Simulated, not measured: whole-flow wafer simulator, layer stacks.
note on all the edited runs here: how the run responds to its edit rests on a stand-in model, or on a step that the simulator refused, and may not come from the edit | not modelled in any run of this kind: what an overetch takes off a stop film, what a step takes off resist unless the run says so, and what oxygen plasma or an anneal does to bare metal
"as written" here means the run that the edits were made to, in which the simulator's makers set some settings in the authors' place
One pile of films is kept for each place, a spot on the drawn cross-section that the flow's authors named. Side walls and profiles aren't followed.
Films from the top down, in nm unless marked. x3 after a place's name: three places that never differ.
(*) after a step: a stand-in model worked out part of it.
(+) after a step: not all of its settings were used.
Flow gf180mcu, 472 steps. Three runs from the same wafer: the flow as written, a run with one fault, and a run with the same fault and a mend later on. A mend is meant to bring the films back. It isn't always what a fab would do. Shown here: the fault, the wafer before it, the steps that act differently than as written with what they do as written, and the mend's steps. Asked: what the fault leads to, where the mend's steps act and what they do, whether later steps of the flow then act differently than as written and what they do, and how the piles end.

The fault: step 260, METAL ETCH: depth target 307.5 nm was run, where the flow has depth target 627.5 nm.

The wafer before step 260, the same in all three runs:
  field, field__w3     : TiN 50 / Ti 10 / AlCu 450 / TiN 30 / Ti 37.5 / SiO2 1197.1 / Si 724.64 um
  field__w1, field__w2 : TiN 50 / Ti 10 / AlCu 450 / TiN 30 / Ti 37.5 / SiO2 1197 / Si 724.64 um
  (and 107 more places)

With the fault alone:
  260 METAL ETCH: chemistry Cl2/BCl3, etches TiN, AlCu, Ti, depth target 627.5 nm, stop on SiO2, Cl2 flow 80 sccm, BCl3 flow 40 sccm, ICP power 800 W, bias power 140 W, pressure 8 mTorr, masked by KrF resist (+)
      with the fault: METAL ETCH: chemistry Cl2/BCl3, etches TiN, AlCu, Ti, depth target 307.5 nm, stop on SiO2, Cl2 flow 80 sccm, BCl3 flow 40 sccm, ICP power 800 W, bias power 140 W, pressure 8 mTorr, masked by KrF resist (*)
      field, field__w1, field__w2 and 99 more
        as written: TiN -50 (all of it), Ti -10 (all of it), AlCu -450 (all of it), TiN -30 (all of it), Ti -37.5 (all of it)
        with the fault: TiN -50 (all of it), Ti -10 (all of it), AlCu -247.5
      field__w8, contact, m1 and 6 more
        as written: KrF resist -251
        with the fault: KrF resist -123
  Later steps of the flow that act differently than as written:
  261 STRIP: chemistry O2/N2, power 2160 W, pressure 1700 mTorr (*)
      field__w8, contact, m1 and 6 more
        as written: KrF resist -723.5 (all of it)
        with the fault: KrF resist -851.5 (all of it)
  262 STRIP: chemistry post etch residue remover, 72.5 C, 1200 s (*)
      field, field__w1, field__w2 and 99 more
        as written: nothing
        with the fault: AlCu -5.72
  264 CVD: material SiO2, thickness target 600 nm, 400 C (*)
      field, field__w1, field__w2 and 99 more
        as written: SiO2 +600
        with the fault: SiO2 +600 (new film)
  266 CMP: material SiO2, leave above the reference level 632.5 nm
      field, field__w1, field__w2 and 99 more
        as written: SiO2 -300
        with the fault: SiO2 -564.3
  At the end the piles differ from the flow's by more than 2% or 0.5 nm, whichever is larger, at field, field__w1, field__w2 and 100 more.
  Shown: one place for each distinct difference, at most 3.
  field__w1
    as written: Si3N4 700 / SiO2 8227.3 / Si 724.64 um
    with the fault: Si3N4 700 / SiO2 6766 / AlCu 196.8 / TiN 30 / Ti 37.5 / SiO2 1197 / Si 724.64 um
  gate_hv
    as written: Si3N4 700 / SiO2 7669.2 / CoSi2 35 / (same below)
    with the fault: Si3N4 700 / SiO2 6766 / AlCu 196.8 / TiN 30 / Ti 37.5 / SiO2 638.9 / CoSi2 35 / (same below)
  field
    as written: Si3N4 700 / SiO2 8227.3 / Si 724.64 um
    with the fault: Si3N4 700 / SiO2 6766 / AlCu 196.8 / TiN 30 / Ti 37.5 / SiO2 1197.1 / Si 724.64 um

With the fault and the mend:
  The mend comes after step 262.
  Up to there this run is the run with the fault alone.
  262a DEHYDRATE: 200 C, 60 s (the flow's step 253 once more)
      changes no film at any place that is followed
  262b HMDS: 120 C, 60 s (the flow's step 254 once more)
      changes no film at any place that is followed
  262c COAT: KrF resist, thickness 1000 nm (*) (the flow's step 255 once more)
      iso_ptap_pw, iso_ntap_nw, iso_nw_fld and 33 more
        KrF resist +1000 (new film)
      field__w5, field__w6, field__w9 and 15 more
        KrF resist +1002 (new film)
      field__w10, field_sub, field_sub__w1 and 12 more
        KrF resist +1002.1 (new film)
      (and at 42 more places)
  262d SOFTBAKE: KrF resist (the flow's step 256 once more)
      changes no film at any place that is followed
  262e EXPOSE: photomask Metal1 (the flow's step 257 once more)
      changes no film at any place that is followed
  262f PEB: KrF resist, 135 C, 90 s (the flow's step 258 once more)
      field__w1, field__w2, field__w3 and 57 more
        KrF resist -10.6
      iso_ptap_pw, iso_ntap_nw, iso_nw_fld and 33 more
        KrF resist -10.5
      sd_p, gate_p, nw_sep_fld
        KrF resist -10.7
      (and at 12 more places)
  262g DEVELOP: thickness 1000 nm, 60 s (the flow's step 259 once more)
      iso_ptap_pw, iso_ntap_nw, iso_nw_fld and 33 more
        KrF resist -989.5 (all of it)
      field__w6, field_sub__w2, field_sub__w4 and 14 more
        KrF resist -991.4 (all of it)
      field__w5, field__w9, field__w10 and 9 more
        KrF resist -991.5 (all of it)
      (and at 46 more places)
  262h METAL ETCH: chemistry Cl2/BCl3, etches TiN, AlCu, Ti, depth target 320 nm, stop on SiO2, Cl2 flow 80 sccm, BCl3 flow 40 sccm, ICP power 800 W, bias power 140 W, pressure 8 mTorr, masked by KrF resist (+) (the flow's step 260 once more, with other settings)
      field, field__w1, field__w2 and 99 more
        AlCu -196.8 (all of it), TiN -30 (all of it), Ti -37.5 (all of it)
      field__w8, contact, m1 and 6 more
        KrF resist -128
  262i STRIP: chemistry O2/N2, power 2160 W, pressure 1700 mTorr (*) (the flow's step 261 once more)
      field__w8
        KrF resist -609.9 (all of it)
      contact
        KrF resist -608.2 (all of it)
      m1
        KrF resist -609.8 (all of it)
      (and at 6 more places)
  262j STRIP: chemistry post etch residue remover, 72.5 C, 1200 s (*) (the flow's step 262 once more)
      field__w8, contact, m1 and 6 more
        TiN -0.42
  No later step of the flow acts differently than as written, at any place that is followed, by more than 2% or 0.5 nm, whichever is larger.
  At the end the piles differ from the flow's only slightly at the places that both follow, by at most 2% or 0.5 nm, whichever is larger.
